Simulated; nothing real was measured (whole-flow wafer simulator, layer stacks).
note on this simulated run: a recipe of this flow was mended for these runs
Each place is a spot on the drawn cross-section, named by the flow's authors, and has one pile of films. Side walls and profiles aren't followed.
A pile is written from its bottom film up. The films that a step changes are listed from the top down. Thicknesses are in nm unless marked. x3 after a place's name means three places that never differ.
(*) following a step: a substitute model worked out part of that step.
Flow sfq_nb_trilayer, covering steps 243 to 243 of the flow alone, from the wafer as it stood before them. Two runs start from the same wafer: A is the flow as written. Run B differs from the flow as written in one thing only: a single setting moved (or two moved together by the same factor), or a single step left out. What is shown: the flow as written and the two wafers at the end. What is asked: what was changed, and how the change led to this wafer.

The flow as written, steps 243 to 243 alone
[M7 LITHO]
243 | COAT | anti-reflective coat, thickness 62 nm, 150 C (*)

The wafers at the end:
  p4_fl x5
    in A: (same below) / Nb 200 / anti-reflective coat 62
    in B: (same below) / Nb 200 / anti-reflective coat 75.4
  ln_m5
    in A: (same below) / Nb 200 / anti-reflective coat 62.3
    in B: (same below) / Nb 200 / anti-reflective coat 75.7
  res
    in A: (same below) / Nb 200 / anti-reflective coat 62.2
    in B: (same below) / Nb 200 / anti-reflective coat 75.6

Cause: step 243, COAT: thickness 75.4 nm was run, whereas the flow has thickness 62 nm.
One can read it off the wafer: p4_fl x5 has anti-reflective coat 75.4, and step 243 as written asks for 62 nm.

Step by step, how the change led to this:
  243 | COAT | anti-reflective coat, thickness 62 nm, 150 C (*)
      p4_fl x5, p4_w1 x9, p3_s0 x15 and 48 more: A anti-reflective coat gains 62 (new film) | B anti-reflective coat gains 75.4 (new film)
      ln_m5, lsp_m, ln_m6, lsp_r, l0_sur, l0v: A anti-reflective coat gains 62.3 (new film) | B anti-reflective coat gains 75.7 (new film)
      (also at 23 further places)
